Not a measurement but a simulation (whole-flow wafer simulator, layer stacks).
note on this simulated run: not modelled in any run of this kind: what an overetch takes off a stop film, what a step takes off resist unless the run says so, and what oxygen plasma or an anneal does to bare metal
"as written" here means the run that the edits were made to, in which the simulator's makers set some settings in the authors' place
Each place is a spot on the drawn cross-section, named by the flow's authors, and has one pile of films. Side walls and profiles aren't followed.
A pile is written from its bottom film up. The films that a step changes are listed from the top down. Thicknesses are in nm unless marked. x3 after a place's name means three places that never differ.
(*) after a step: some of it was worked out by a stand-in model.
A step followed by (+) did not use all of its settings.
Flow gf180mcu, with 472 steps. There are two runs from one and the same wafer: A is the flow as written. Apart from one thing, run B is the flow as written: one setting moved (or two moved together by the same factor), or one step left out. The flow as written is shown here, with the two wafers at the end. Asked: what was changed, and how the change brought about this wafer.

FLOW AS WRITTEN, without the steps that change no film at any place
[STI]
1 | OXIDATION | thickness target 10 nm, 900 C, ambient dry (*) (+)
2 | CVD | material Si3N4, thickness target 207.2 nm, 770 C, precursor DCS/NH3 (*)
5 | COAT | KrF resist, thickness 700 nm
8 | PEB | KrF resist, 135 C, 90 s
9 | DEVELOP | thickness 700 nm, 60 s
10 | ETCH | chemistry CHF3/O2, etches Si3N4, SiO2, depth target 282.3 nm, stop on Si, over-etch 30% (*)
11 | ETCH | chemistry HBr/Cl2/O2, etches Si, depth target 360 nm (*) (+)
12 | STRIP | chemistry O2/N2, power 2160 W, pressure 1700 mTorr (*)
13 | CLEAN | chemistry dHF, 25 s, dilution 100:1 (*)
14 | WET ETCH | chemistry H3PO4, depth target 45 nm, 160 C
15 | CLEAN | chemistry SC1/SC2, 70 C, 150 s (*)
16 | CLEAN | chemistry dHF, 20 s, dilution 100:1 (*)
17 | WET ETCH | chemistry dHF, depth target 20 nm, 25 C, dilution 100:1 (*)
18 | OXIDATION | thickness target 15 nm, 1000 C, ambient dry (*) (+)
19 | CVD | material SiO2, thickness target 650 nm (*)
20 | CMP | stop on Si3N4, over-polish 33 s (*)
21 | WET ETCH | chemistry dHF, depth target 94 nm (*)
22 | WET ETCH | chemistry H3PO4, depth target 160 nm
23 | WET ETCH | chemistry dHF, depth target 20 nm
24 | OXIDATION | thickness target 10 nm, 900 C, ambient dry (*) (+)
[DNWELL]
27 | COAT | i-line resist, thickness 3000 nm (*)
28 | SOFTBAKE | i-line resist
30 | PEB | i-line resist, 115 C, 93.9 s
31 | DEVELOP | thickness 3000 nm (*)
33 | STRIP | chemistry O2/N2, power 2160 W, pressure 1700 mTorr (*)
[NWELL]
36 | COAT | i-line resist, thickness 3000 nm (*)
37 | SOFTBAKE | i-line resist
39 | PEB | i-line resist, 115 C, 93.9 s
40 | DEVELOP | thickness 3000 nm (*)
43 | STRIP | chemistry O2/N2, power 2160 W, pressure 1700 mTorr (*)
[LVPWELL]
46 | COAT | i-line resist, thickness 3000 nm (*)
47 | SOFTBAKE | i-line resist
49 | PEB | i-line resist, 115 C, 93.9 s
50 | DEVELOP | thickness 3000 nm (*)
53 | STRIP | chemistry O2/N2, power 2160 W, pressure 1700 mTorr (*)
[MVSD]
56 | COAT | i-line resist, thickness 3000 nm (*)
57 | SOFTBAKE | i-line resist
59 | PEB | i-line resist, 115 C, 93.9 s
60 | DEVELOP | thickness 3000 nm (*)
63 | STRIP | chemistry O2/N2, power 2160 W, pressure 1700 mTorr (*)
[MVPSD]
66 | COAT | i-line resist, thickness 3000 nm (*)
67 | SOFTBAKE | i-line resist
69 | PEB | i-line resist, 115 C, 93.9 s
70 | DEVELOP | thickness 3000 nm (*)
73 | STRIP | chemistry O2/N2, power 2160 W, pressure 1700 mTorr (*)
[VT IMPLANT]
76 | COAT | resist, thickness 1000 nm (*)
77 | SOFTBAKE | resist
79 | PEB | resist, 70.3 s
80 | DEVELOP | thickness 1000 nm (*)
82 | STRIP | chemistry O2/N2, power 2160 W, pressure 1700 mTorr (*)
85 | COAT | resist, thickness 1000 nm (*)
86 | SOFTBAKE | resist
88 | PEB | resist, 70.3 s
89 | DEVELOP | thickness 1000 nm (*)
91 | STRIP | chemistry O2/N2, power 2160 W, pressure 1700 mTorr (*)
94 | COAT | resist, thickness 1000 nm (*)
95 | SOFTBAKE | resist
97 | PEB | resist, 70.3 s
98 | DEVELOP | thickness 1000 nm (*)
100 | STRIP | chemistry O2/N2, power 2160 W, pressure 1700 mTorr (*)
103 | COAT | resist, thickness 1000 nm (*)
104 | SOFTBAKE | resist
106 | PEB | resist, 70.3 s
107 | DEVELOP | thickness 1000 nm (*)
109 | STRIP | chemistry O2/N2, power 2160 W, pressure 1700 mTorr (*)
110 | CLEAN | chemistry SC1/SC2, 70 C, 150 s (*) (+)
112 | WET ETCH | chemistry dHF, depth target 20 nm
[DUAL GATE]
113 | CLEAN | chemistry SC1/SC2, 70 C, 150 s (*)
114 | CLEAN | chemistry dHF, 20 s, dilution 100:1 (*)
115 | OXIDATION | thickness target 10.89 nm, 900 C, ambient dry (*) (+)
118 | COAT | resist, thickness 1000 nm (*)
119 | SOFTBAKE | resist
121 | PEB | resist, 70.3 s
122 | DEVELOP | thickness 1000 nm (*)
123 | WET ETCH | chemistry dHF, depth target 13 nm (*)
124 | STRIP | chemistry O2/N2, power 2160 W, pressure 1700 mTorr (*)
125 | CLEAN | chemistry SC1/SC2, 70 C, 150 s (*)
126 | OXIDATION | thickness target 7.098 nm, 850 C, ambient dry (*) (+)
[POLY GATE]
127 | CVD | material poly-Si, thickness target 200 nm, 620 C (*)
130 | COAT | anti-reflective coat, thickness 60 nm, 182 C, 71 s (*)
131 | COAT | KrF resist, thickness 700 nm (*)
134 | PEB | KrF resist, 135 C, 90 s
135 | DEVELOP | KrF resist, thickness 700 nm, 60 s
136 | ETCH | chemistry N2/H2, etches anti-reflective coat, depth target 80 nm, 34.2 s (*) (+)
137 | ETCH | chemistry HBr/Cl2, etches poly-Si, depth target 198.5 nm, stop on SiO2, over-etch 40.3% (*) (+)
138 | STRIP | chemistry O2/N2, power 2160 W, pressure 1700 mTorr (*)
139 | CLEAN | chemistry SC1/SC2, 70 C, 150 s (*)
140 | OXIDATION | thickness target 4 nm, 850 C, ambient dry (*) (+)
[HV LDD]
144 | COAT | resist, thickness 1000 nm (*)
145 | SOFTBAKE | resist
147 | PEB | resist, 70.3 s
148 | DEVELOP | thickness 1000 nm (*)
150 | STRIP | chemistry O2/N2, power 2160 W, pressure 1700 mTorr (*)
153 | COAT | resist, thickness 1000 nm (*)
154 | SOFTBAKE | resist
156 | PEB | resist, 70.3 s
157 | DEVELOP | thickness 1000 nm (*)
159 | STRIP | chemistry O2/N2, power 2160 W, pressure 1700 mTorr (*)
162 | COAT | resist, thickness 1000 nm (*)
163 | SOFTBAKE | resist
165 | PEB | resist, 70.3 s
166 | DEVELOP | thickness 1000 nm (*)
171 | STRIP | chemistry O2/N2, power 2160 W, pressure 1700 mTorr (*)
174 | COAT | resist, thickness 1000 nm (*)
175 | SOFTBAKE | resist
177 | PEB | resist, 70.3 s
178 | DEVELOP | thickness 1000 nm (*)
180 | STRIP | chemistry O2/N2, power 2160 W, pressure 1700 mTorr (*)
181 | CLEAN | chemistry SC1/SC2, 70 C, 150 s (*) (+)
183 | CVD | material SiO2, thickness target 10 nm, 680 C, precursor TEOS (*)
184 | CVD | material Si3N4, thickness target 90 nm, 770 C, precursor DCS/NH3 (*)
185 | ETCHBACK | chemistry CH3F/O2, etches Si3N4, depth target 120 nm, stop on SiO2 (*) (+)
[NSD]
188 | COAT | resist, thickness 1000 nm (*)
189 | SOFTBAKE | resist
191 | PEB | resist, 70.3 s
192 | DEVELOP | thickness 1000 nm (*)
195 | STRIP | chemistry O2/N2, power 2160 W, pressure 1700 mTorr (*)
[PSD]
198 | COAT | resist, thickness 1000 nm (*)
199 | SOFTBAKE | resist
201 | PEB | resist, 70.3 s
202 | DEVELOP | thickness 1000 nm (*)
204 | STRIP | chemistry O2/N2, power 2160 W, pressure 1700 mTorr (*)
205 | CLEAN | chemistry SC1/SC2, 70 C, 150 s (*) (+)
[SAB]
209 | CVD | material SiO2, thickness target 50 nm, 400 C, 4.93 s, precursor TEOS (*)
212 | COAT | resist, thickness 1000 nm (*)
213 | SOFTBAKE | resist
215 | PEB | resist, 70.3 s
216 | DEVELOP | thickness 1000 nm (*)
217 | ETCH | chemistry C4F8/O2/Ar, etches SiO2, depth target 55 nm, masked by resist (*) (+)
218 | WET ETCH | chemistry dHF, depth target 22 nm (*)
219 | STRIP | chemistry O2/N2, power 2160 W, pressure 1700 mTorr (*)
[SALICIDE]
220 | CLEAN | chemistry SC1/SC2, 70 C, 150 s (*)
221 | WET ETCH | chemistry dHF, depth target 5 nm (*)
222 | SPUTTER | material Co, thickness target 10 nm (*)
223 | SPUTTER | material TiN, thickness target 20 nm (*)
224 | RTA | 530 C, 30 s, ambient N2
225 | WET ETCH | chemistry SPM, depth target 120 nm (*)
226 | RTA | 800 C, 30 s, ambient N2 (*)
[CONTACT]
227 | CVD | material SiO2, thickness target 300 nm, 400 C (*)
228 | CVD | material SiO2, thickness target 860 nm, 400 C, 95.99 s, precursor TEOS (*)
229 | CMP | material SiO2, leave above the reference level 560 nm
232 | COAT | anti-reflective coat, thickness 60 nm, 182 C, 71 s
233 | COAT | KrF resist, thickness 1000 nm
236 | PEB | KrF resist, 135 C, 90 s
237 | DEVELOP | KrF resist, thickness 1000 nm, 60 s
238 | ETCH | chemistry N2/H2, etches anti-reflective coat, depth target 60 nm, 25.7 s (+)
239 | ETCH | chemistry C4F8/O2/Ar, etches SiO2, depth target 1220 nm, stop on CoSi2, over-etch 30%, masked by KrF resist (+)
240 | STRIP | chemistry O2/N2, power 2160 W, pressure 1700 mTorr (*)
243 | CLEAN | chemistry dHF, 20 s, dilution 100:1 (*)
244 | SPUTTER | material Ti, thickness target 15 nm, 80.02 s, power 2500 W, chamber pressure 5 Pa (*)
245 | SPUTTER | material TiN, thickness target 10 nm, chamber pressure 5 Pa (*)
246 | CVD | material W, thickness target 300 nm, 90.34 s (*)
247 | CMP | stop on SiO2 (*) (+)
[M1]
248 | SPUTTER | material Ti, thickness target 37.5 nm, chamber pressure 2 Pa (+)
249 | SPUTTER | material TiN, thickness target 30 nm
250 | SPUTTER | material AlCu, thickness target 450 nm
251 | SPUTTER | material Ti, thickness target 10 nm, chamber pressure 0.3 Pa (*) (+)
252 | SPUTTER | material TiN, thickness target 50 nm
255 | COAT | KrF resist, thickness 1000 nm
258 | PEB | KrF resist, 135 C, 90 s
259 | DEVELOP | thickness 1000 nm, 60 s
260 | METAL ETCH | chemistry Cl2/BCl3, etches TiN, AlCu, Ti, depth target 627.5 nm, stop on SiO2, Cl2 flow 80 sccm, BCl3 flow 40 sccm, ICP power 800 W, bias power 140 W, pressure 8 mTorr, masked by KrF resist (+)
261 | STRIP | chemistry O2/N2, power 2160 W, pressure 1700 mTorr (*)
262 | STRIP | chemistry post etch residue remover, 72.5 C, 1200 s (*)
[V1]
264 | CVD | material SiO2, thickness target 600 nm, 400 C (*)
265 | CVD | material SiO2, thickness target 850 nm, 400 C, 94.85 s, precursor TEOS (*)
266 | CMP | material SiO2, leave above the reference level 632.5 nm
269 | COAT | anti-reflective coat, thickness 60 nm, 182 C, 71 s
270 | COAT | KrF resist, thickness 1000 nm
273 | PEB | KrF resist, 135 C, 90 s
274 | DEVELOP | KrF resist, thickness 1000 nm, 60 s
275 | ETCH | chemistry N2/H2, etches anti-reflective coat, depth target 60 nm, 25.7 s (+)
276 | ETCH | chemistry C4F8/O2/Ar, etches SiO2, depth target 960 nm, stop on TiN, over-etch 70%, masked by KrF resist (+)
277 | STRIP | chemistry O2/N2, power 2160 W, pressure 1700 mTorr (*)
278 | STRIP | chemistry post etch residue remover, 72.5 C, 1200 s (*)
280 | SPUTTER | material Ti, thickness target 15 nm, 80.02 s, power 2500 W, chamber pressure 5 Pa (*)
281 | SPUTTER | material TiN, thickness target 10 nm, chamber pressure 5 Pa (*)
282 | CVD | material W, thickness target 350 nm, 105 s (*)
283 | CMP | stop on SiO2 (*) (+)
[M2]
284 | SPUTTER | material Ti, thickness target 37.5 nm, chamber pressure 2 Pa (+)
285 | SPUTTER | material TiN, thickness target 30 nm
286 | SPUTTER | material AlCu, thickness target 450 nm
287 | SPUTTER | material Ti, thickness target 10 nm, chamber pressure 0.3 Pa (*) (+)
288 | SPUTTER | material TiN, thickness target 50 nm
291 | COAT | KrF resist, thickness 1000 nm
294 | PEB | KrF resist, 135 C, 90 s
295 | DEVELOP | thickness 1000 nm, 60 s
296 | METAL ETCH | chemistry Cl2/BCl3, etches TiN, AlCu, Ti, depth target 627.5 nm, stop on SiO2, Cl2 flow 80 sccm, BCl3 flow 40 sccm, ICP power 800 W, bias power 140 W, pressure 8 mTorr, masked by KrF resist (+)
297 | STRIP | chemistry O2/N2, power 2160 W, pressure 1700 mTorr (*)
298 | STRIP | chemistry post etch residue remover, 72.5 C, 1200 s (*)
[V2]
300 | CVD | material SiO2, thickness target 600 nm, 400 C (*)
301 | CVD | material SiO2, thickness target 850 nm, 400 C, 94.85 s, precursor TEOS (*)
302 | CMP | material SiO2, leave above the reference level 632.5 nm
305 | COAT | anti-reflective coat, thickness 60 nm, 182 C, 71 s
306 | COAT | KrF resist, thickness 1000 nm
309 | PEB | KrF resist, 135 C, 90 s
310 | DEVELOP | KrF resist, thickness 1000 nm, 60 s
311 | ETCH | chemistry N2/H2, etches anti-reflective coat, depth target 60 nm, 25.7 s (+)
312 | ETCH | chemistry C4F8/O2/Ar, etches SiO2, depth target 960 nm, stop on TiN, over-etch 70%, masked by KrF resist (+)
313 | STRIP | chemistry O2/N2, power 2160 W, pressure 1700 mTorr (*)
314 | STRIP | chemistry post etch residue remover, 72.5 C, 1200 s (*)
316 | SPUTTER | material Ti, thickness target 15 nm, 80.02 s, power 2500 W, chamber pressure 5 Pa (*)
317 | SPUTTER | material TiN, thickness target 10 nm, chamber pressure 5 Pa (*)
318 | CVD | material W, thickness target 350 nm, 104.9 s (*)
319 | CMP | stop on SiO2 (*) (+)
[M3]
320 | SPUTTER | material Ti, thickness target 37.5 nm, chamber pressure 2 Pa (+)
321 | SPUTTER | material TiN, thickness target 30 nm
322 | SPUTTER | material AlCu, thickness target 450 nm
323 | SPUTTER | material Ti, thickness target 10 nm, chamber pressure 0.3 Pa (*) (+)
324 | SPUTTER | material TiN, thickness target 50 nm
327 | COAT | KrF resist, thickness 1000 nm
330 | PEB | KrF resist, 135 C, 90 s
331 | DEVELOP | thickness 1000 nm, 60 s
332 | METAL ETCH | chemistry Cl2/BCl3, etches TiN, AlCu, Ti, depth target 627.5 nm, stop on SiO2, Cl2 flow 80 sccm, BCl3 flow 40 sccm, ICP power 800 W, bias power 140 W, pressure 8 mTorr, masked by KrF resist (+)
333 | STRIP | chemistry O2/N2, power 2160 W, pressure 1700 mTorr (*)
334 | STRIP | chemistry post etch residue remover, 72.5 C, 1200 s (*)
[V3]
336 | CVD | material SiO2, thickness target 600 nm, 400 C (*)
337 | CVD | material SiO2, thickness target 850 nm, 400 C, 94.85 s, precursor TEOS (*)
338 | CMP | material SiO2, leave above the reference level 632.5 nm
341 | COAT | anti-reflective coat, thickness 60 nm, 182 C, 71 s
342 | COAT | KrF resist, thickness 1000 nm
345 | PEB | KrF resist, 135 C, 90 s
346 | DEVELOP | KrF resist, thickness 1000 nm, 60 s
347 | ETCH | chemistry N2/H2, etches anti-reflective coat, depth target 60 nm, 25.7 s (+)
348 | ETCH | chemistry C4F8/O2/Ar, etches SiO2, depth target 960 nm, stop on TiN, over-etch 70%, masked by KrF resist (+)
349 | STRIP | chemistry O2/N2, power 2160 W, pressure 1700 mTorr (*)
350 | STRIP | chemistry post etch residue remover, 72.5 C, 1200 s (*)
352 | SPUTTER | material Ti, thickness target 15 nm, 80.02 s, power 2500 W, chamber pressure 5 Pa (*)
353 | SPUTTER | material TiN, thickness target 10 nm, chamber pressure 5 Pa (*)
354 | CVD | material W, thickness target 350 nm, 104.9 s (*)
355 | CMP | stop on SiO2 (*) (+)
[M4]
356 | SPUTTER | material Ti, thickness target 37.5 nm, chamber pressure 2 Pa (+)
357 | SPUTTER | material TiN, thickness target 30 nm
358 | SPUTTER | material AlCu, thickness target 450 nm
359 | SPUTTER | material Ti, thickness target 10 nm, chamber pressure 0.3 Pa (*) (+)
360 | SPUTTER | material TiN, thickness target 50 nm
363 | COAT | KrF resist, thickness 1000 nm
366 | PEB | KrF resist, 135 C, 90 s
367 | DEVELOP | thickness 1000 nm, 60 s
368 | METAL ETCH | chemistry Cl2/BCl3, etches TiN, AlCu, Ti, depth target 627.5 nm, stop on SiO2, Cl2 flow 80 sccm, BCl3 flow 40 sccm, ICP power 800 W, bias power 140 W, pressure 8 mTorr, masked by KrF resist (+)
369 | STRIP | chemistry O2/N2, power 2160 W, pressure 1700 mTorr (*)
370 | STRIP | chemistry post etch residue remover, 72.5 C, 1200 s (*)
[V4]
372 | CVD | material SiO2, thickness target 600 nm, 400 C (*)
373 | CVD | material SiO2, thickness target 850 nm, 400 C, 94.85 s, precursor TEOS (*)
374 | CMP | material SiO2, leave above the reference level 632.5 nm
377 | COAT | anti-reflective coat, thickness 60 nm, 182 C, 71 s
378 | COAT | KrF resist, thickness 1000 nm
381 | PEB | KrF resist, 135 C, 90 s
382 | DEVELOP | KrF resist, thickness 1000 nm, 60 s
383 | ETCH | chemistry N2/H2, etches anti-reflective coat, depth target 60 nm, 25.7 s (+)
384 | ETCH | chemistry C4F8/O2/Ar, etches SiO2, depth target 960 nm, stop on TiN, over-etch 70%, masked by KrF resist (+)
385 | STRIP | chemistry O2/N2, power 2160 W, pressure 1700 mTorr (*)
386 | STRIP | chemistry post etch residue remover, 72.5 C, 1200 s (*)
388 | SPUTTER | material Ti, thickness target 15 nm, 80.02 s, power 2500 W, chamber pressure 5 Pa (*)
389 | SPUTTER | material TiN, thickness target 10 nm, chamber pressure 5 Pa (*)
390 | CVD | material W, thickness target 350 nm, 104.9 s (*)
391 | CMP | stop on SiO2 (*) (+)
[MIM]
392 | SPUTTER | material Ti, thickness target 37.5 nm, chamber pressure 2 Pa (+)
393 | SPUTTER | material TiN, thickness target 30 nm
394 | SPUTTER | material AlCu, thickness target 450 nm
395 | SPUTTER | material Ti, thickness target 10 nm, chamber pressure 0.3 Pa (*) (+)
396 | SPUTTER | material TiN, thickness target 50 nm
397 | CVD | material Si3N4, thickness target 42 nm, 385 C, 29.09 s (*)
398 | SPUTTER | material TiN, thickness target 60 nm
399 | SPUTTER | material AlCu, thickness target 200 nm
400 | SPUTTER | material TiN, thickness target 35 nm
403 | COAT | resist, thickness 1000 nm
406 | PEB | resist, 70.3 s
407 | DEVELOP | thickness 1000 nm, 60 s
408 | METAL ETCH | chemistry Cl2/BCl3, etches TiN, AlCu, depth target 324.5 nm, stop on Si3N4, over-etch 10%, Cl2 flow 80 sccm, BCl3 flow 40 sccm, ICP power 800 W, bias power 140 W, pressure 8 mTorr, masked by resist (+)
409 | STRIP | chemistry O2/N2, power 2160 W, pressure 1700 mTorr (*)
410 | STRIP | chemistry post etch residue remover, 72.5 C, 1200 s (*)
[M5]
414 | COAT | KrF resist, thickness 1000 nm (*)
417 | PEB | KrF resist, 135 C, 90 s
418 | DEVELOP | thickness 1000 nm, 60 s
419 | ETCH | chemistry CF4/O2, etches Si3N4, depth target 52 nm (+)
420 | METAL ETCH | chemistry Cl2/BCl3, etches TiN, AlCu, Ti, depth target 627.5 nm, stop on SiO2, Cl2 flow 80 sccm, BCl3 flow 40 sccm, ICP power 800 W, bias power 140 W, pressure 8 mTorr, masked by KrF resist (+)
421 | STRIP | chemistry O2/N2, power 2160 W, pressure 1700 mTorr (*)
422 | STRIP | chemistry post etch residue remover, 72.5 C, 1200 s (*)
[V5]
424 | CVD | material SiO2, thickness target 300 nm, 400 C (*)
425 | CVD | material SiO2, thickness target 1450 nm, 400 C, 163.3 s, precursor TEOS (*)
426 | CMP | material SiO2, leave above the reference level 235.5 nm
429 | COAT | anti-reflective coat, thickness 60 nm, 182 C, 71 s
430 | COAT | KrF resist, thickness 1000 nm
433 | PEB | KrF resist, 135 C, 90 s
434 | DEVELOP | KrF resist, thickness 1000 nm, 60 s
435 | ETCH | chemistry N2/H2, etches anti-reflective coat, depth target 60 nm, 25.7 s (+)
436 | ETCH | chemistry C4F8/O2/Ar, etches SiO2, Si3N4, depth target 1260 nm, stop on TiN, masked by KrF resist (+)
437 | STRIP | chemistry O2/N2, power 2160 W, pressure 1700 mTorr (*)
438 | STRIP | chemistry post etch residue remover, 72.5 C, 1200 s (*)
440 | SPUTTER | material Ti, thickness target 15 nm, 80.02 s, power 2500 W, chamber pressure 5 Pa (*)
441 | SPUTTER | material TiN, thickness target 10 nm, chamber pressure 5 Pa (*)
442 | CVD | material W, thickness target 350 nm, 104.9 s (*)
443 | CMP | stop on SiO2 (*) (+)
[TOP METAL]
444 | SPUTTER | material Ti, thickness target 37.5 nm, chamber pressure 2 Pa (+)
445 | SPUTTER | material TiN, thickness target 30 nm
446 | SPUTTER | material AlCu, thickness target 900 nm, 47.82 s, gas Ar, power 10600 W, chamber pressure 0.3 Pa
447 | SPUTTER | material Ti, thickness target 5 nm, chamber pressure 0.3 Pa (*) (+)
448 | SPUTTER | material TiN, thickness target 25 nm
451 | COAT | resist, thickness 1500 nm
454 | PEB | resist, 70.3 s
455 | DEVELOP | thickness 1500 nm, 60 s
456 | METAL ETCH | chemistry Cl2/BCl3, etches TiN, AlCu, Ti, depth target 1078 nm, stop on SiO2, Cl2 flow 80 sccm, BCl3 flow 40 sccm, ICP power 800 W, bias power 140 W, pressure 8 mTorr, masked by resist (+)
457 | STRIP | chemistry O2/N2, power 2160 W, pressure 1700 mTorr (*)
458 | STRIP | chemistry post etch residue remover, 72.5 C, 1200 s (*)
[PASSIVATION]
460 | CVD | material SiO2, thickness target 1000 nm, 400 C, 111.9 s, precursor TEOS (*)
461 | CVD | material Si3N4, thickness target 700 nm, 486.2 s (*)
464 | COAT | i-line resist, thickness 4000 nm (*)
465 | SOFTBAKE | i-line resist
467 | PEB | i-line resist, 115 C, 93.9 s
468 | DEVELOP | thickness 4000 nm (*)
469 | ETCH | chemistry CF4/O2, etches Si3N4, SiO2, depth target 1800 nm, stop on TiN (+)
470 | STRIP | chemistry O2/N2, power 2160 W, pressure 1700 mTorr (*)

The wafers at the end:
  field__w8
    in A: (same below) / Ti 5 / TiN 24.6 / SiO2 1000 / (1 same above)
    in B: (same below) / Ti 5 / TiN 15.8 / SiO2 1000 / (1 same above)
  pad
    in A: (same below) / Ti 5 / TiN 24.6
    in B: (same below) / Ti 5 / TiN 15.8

Cause: step 448, SPUTTER: thickness target 16.2 nm was run, while the flow as written has thickness target 25 nm.

Step by step, how the change led to this:
  448 | SPUTTER | material TiN, thickness target 25 nm
      field, field__w1, field__w2 and 109 more: A +25 TiN (new film) | B +16.2 TiN (new film)
  456 | METAL ETCH | chemistry Cl2/BCl3, etches TiN, AlCu, Ti, depth target 1078 nm, stop on SiO2, Cl2 flow 80 sccm, BCl3 flow 40 sccm, ICP power 800 W, bias power 140 W, pressure 8 mTorr, masked by resist (+)
      field, field__w1, field__w2 and 103 more: A -25 TiN (all of it), -5 Ti (all of it), -900 AlCu (all of it), -30 TiN (all of it), -37.5 Ti (all of it) | B -16.2 TiN (all of it), -5 Ti (all of it), -900 AlCu (all of it), -30 TiN (all of it), -37.5 Ti (all of it)
